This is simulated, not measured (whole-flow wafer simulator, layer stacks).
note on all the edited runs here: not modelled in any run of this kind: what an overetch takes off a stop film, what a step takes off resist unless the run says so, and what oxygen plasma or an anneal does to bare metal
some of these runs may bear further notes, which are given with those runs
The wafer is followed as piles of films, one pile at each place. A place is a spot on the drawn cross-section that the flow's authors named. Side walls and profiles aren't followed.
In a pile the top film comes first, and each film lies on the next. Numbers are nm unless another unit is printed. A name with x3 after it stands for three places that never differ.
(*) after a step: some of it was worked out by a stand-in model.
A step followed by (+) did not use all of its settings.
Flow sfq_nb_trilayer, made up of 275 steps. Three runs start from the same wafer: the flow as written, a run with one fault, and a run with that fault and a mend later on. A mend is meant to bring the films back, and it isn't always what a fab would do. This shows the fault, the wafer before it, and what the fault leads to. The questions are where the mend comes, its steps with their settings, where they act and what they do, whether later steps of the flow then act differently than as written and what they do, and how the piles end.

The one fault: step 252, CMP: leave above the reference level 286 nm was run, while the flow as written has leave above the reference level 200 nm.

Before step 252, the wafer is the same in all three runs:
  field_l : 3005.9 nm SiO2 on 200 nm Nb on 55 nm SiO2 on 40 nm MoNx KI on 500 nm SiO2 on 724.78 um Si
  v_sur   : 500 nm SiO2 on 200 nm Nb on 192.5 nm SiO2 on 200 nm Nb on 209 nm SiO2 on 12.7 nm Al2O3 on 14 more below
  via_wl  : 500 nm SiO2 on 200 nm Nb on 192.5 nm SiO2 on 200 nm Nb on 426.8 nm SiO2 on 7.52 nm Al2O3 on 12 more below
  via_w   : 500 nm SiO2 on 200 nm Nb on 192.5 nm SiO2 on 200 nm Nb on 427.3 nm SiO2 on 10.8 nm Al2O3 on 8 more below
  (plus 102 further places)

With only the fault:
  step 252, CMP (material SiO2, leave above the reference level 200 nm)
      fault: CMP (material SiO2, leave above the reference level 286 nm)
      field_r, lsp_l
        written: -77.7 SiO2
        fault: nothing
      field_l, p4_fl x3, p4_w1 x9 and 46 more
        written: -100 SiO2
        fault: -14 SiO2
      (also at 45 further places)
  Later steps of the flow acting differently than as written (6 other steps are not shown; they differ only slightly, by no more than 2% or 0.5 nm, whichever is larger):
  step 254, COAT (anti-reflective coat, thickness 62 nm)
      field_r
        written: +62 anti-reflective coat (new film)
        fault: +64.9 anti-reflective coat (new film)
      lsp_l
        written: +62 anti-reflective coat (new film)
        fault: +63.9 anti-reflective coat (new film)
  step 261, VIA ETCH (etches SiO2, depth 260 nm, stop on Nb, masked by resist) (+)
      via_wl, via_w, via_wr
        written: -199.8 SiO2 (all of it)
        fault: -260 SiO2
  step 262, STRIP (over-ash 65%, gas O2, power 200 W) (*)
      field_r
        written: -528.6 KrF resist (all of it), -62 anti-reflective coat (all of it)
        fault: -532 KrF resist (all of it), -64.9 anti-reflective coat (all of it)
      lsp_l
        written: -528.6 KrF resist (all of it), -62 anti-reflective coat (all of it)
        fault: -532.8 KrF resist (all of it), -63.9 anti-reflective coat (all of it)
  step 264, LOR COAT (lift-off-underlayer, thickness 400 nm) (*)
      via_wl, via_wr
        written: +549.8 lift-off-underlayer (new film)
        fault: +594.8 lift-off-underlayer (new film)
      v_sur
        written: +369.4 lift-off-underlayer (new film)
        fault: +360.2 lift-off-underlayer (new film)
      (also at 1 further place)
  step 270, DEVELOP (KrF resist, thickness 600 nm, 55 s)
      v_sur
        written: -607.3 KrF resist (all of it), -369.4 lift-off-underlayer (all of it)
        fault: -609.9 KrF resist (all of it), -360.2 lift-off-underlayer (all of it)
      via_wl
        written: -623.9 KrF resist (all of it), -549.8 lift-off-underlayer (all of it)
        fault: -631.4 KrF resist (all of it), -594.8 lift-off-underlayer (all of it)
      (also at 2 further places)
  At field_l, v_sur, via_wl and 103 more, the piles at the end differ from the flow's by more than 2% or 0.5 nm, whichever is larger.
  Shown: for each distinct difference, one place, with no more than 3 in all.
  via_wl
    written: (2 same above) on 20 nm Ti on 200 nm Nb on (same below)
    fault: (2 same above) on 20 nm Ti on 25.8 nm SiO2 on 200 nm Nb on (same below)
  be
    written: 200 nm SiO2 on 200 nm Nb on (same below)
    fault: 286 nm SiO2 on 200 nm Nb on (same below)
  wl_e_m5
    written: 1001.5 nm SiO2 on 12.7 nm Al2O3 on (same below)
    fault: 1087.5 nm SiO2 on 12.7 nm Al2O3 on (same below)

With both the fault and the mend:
  The mend follows step 253.
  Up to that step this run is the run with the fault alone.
  step 253a, CMP (material SiO2, leave above the reference level 200 nm) (the flow's step 252 again)
      field_l, v_sur, via_wl and 101 more
        -86 SiO2
      field_r, lsp_l
        -77.7 SiO2
  Every later step of the flow that is run acts as written at every place that is followed.
  At every place that both follow, the piles at the end match the flow's.
